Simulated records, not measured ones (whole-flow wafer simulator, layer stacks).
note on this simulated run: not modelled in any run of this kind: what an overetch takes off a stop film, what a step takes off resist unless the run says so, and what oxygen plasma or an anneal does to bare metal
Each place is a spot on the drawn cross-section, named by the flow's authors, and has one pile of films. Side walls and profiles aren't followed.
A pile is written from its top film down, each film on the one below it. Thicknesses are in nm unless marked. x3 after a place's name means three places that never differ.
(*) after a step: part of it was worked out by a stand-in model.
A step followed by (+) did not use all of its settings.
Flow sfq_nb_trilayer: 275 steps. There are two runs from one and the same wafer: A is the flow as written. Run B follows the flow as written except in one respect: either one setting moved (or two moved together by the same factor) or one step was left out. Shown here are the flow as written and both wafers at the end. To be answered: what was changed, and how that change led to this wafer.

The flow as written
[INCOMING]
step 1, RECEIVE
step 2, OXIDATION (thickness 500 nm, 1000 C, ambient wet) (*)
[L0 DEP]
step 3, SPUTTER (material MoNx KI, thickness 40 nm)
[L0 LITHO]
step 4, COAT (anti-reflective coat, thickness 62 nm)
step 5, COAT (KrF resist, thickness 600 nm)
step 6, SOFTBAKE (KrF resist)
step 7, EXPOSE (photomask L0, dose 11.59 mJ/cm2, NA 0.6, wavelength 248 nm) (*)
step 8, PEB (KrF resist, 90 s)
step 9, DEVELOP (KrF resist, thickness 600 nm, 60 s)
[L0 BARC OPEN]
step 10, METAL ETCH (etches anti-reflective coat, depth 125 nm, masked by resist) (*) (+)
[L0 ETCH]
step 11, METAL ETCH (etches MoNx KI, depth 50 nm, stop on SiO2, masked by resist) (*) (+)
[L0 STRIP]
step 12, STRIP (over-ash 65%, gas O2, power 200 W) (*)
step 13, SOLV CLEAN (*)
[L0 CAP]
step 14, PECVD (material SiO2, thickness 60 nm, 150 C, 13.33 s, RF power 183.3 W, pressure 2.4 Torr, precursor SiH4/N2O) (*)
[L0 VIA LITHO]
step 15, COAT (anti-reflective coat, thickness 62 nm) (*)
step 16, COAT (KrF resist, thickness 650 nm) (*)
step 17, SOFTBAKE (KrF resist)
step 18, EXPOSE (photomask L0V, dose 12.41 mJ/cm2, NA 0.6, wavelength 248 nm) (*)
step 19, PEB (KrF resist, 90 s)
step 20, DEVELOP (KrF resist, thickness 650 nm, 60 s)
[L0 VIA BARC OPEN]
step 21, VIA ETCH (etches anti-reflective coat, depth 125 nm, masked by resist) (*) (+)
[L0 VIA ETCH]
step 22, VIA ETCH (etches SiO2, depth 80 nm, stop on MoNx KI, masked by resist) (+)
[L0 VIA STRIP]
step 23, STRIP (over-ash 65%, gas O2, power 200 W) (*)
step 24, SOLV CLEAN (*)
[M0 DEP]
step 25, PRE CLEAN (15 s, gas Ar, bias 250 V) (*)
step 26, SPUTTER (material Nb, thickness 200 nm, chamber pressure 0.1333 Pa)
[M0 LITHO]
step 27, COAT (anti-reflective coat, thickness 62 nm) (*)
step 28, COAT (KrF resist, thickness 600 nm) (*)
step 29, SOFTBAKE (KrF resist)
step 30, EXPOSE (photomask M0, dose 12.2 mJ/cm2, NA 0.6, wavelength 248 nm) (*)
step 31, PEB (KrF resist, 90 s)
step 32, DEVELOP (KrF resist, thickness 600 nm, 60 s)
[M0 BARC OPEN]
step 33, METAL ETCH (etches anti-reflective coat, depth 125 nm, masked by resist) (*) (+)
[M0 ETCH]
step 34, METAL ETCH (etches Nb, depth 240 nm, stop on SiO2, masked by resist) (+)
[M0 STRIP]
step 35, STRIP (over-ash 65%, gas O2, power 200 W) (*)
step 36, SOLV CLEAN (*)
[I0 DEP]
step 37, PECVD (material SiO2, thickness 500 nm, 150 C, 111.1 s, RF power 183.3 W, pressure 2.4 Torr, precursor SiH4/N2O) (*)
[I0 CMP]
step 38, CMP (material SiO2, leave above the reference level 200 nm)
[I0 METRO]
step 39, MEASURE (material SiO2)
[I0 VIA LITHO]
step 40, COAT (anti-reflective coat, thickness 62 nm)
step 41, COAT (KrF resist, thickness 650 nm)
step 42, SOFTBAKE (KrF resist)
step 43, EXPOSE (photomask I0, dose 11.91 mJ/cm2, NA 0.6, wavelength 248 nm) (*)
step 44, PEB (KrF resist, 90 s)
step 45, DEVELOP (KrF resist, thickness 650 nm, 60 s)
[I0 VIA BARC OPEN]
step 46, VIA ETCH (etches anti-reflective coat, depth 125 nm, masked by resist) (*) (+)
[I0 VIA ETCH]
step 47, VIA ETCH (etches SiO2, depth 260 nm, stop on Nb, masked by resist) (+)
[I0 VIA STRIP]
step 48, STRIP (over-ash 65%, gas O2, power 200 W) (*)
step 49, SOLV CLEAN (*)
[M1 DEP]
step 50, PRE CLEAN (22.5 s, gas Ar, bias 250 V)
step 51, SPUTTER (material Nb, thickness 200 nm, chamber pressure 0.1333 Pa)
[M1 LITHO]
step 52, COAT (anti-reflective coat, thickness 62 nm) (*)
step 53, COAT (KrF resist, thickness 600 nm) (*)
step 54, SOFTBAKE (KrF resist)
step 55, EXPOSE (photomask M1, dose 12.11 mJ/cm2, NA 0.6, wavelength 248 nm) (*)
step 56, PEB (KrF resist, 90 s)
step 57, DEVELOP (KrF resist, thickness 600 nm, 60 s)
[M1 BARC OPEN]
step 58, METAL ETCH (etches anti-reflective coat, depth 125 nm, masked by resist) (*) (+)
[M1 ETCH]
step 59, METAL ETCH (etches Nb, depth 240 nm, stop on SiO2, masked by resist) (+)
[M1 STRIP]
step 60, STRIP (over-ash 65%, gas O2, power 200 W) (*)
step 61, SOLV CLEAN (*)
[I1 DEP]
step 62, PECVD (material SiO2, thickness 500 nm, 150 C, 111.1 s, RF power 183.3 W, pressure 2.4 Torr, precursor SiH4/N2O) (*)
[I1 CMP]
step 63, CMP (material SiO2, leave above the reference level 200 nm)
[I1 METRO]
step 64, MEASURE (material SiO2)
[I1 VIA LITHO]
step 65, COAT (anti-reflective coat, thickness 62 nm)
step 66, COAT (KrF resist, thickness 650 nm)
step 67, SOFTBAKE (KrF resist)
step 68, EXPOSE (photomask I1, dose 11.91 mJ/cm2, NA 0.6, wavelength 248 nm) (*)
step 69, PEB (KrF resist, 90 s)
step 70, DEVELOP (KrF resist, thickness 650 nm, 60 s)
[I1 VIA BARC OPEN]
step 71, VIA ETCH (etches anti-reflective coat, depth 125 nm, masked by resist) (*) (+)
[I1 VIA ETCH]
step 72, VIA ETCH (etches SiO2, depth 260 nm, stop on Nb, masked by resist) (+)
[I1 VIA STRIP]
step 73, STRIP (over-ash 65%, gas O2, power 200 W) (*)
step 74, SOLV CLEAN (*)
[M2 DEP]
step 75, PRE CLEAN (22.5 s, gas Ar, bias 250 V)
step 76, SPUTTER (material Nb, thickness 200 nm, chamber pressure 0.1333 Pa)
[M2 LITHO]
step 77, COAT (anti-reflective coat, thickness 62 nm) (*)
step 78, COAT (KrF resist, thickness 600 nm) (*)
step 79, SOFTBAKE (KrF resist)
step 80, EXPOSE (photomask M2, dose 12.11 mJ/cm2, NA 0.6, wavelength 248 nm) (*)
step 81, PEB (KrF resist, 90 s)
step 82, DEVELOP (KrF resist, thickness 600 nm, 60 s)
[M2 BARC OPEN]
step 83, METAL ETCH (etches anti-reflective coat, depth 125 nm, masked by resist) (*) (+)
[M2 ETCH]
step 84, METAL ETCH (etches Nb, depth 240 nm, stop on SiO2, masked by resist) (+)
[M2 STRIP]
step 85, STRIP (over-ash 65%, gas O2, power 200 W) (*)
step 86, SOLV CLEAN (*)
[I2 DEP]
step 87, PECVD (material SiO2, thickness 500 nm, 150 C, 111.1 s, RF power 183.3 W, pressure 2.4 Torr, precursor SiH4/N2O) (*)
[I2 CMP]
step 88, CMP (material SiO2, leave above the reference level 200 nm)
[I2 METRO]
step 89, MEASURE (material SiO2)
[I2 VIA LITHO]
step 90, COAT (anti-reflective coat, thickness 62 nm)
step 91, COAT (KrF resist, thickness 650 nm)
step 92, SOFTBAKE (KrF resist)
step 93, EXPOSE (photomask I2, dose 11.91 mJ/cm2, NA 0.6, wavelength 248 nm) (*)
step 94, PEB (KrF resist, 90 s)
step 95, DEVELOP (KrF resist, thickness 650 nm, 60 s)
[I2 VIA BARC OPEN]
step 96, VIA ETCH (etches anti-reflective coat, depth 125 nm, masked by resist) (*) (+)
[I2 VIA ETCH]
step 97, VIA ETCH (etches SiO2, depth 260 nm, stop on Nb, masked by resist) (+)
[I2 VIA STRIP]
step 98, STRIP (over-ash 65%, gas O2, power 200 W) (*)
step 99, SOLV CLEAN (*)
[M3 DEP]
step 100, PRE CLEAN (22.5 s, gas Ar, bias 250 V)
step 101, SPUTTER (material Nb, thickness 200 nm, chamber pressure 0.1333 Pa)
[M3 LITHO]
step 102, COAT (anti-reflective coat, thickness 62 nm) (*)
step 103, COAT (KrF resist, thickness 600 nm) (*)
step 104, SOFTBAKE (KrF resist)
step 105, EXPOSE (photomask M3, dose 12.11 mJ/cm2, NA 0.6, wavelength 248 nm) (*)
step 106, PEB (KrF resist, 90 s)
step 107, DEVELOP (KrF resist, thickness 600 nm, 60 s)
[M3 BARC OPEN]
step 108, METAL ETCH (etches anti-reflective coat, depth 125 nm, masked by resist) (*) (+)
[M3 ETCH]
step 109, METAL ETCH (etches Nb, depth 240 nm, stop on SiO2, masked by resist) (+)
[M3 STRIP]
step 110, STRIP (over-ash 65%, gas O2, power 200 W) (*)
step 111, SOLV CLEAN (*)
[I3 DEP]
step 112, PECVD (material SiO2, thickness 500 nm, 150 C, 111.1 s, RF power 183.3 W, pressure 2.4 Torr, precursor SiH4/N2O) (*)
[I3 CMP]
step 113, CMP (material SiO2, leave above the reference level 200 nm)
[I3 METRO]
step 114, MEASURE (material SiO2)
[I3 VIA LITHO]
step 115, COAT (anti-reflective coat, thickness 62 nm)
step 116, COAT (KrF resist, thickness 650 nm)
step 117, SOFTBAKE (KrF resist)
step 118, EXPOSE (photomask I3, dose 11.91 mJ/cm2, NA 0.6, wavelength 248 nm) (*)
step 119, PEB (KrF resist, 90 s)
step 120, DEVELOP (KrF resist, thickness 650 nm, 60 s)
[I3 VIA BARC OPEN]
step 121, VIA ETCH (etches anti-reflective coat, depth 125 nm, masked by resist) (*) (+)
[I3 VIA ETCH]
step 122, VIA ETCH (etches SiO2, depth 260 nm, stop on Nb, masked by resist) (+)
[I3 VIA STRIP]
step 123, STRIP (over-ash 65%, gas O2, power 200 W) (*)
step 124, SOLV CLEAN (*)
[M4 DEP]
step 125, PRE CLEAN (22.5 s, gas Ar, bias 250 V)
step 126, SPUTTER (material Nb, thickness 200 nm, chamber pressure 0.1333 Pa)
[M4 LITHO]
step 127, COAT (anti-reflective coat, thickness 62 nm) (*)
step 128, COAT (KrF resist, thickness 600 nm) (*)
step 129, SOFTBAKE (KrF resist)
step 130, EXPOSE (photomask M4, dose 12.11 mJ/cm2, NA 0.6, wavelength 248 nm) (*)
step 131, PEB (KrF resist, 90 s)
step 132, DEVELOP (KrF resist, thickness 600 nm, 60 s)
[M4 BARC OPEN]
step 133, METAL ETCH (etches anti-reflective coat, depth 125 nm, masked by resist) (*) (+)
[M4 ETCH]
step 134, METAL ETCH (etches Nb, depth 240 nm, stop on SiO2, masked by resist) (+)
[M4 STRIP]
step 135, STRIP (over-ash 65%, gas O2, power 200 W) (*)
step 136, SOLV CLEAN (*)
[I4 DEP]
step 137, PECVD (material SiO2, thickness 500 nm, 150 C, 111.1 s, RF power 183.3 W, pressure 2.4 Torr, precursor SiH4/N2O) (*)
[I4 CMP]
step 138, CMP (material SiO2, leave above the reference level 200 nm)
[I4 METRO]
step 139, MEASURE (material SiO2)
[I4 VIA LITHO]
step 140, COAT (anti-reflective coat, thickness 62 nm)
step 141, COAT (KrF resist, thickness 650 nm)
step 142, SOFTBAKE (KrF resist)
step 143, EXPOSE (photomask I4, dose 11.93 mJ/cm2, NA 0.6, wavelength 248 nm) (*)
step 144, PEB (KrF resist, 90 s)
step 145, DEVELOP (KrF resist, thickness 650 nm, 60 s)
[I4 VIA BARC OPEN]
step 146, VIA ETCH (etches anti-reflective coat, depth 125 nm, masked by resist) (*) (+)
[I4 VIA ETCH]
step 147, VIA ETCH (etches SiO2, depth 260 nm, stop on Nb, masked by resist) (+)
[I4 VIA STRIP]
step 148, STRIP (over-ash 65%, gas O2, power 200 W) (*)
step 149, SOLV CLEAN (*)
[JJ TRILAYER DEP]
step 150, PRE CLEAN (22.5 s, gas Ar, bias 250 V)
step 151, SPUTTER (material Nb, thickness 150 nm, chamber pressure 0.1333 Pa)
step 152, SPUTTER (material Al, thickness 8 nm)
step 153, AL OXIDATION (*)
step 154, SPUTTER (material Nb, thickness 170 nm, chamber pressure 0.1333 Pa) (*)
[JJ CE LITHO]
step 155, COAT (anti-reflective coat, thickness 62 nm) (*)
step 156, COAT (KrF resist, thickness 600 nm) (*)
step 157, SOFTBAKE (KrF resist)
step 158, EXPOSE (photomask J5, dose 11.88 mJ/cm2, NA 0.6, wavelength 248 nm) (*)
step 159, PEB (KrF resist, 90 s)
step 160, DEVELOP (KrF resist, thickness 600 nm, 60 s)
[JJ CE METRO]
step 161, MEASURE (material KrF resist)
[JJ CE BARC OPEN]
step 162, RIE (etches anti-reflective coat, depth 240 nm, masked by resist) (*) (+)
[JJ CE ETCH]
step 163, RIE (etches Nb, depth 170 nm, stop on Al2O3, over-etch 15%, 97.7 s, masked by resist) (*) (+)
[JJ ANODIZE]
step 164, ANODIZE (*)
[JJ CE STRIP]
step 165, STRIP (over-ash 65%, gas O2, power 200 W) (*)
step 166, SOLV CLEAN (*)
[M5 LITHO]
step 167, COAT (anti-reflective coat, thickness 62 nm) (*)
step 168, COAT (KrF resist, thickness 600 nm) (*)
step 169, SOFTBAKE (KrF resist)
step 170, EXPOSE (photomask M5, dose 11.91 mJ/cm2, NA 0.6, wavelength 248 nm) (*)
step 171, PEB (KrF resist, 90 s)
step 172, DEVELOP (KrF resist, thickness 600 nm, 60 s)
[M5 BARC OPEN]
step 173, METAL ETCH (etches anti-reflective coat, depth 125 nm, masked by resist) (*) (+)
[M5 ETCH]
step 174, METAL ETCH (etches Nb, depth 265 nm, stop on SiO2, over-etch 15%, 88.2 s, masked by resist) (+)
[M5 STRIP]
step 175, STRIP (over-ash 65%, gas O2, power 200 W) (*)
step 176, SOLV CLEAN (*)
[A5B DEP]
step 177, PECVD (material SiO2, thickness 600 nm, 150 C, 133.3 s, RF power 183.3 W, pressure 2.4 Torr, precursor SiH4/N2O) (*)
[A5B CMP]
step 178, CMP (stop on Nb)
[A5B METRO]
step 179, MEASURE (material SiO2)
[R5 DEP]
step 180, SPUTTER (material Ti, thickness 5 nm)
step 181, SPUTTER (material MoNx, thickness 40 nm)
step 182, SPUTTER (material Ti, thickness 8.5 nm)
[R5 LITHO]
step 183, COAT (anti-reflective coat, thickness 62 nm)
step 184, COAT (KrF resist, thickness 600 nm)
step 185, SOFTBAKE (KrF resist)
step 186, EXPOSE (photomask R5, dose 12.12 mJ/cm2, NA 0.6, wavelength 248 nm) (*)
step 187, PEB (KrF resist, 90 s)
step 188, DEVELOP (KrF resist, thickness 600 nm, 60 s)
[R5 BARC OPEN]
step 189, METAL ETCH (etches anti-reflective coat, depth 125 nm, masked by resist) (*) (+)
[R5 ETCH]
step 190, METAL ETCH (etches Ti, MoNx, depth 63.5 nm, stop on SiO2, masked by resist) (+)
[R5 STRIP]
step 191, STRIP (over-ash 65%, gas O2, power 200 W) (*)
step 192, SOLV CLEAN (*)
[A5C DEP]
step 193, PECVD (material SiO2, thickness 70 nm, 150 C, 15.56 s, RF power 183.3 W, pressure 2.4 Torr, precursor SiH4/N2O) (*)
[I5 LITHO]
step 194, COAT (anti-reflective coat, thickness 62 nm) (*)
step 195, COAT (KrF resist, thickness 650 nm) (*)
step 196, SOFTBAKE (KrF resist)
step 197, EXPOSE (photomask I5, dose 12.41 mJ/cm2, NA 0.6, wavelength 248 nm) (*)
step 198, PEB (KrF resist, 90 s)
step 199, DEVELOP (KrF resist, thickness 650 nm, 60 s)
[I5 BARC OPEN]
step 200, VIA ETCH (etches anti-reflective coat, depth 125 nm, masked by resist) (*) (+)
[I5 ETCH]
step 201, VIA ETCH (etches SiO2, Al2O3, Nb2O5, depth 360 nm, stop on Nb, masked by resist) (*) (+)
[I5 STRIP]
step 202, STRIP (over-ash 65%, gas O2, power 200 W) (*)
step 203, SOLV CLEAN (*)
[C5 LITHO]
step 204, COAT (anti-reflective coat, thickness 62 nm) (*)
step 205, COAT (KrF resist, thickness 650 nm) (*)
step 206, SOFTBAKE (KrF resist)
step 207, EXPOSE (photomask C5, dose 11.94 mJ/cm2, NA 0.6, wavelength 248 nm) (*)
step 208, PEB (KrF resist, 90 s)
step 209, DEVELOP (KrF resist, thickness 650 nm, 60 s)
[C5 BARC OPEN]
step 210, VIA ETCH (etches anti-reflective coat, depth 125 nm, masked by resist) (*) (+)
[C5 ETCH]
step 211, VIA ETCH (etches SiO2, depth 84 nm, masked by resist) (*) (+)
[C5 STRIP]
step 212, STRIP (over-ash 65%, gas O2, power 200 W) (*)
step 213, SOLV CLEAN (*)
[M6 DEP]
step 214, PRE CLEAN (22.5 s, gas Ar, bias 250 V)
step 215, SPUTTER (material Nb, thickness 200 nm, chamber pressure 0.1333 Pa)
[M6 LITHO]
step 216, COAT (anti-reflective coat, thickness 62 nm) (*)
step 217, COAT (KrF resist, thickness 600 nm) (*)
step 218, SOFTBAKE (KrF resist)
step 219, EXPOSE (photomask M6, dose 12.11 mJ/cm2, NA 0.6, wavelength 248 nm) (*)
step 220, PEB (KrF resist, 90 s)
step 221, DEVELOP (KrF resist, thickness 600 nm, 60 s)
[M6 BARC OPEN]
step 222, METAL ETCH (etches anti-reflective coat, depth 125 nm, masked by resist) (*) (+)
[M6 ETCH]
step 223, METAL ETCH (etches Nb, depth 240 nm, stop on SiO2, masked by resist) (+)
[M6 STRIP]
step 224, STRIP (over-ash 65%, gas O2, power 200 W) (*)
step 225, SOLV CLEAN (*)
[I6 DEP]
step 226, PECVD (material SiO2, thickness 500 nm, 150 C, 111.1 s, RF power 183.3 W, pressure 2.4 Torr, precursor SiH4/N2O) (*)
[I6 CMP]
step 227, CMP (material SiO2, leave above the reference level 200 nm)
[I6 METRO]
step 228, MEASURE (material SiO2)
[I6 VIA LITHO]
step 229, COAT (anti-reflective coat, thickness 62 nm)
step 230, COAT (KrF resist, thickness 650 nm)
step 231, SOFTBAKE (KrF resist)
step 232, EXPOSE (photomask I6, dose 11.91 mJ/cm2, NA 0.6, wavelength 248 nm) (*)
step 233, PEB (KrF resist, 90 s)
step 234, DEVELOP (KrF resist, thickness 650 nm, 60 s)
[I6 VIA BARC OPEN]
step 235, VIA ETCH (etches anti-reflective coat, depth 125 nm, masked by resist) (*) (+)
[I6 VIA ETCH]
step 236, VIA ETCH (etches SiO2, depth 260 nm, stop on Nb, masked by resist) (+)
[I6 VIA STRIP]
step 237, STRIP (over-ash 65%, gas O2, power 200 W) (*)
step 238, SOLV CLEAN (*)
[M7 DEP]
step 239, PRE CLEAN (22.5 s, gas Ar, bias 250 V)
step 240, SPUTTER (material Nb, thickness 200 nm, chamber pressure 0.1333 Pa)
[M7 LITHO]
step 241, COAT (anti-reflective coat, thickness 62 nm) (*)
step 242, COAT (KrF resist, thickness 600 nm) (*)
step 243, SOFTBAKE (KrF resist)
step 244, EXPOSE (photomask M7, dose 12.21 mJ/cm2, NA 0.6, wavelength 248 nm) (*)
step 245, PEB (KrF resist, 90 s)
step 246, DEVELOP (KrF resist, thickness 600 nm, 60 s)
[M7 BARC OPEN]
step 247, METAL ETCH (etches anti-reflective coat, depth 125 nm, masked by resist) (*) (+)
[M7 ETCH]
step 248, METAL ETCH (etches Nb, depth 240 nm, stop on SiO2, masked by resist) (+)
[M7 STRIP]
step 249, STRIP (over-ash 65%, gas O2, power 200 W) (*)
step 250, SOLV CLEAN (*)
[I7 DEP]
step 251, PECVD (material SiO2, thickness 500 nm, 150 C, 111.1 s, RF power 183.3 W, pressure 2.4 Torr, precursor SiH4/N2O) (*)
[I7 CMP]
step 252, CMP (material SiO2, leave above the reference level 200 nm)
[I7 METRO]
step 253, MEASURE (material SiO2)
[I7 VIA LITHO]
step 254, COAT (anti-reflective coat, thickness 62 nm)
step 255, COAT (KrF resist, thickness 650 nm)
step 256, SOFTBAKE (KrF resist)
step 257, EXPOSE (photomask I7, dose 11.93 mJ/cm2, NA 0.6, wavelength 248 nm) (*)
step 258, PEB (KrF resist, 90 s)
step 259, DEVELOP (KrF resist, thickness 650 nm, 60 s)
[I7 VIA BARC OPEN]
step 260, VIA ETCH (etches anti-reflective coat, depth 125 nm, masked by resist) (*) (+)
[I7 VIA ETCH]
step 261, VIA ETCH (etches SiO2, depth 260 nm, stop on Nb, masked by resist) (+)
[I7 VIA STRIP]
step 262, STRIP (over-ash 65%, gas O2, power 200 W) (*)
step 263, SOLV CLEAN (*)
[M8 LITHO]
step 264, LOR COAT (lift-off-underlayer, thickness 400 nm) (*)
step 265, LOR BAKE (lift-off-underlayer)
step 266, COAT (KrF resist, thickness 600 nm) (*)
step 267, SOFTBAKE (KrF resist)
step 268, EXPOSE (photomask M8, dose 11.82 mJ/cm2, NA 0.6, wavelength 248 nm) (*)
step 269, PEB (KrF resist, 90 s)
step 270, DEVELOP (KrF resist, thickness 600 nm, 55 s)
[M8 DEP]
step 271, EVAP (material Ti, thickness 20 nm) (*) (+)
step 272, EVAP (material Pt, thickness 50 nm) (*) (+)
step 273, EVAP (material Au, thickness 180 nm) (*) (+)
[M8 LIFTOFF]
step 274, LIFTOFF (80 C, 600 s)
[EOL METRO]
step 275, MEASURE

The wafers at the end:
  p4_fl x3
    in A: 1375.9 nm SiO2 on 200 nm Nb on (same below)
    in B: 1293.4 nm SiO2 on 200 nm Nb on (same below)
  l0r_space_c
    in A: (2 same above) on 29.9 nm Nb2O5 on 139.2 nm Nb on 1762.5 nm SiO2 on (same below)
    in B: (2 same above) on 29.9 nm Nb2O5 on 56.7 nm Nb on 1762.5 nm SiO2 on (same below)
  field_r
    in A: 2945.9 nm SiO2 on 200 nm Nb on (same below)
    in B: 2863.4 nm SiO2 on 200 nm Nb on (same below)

What caused this: step 151, SPUTTER: thickness 67.5 nm was run, though the flow has thickness 150 nm.

Step by step, how the change led to this:
  step 151, SPUTTER (material Nb, thickness 150 nm, chamber pressure 0.1333 Pa)
      field_l, v_sur, via_sp and 100 more: A Nb gains 150 (new film) | B Nb gains 67.5 (new film)
      via_wl, via_wr: A Nb gains 130.4 | B Nb gains 48.2
      (as well as at 1 more place)
  step 152, SPUTTER (material Al, thickness 8 nm)
      via_wl, via_wr: A Al gains 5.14 (new film) | B Al gains 5.66 (new film)
  step 154, SPUTTER (material Nb, thickness 170 nm, chamber pressure 0.1333 Pa) (*)
      via_w: A Nb gains 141 (new film) | B Nb gains 145.6 (new film)
  step 155, COAT (anti-reflective coat, thickness 62 nm) (*)
      via_wl, via_wr: A anti-reflective coat gains 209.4 (new film) | B anti-reflective coat gains 226.5 (new film)
      via_w: A anti-reflective coat gains 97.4 (new film) | B anti-reflective coat gains 102.8 (new film)
  step 156, COAT (KrF resist, thickness 600 nm) (*)
      via_wl: A KrF resist gains 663 (new film) | B KrF resist gains 647.5 (new film)
      via_w: A KrF resist gains 763.8 (new film) | B KrF resist gains 744.3 (new film)
      (as well as at 1 more place)
  step 160, DEVELOP (KrF resist, thickness 600 nm, 60 s)
      via_wl: A KrF resist loses 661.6 (all of it) | B KrF resist loses 646.1 (all of it)
      via_w: A KrF resist loses 762.1 (all of it) | B KrF resist loses 742.7 (all of it)
      (as well as at 1 more place)
  step 162, RIE (etches anti-reflective coat, depth 240 nm, masked by resist) (*) (+)
      ce_l, c5j, ce_r, wl_jj: A KrF resist loses 209.4 | B KrF resist loses 226.5
      via_wl, via_wr: A anti-reflective coat loses 209.4 (all of it) | B anti-reflective coat loses 226.5 (all of it)
      (as well as at 1 more place)
  step 163, RIE (etches Nb, depth 170 nm, stop on Al2O3, over-etch 15%, 97.7 s, masked by resist) (*) (+)
      via_w: A Nb loses 141 (all of it), Al2O3 loses 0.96 (all of it) | B Nb loses 145.6 (all of it), Al2O3 loses 0.96 (all of it)
  step 164, ANODIZE (*)
      via_wl, via_wr: A Al2O3 gains 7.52 (new film), Nb2O5 gains 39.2 (new film), Al loses 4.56 (all of it), Nb loses 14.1 | B Al2O3 gains 8.38 (new film), Nb2O5 gains 37.6 (new film), Al loses 5.08 (all of it), Nb loses 13.5
      via_w: A Al2O3 gains 10.8 (new film), Nb2O5 gains 33.3 (new film), Al loses 6.54 (all of it), Nb loses 12 | B Al2O3 gains 11.2 (new film), Nb2O5 gains 32.6 (new film), Al loses 6.8 (all of it), Nb loses 11.7
  step 165, STRIP (over-ash 65%, gas O2, power 200 W) (*)
      ce_l: A KrF resist loses 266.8 (all of it), anti-reflective coat loses 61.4 (all of it) | B KrF resist loses 249.8 (all of it), anti-reflective coat loses 61.5 (all of it)
      c5j: A KrF resist loses 266.9 (all of it), anti-reflective coat loses 61.5 (all of it) | B KrF resist loses 249.8 (all of it), anti-reflective coat loses 61.5 (all of it)
      (as well as at 2 more places)
  step 167, COAT (anti-reflective coat, thickness 62 nm) (*)
      via_w: A anti-reflective coat gains 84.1 (new film) | B anti-reflective coat gains 79.1 (new film)
      ce_l: A anti-reflective coat gains 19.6 (new film) | B anti-reflective coat gains 18.5 (new film)
      (as well as at 1 more place)
  step 174, METAL ETCH (etches Nb, depth 265 nm, stop on SiO2, over-etch 15%, 88.2 s, masked by resist) (+)
      field_l, r_sur, res and 50 more: A Al2O3 loses 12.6 (all of it), Nb2O5 loses 29.9 (all of it), Nb loses 139.2 (all of it), SiO2 loses 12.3 | B Al2O3 loses 12.6 (all of it), Nb2O5 loses 29.9 (all of it), Nb loses 56.7 (all of it), SiO2 loses 20.5
  step 175, STRIP (over-ash 65%, gas O2, power 200 W) (*)
      via_w: A KrF resist loses 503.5 (all of it), anti-reflective coat loses 84.1 (all of it) | B KrF resist loses 495.9 (all of it), anti-reflective coat loses 79.1 (all of it)
      ce_l: A KrF resist loses 299.6 (all of it), anti-reflective coat loses 19.6 (all of it) | B KrF resist loses 300.7 (all of it), anti-reflective coat loses 18.5 (all of it)
      (as well as at 1 more place)
  step 178, CMP (stop on Nb)
      field_l, p4_fl x3, p4_w1 x3 and 35 more: A SiO2 loses 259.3 | B SiO2 loses 333.6
      r_sur, res, r_end, moat, field_r, lsp_l: A SiO2 loses 252.3 | B SiO2 loses 333.6
      (as well as at 8 more places)
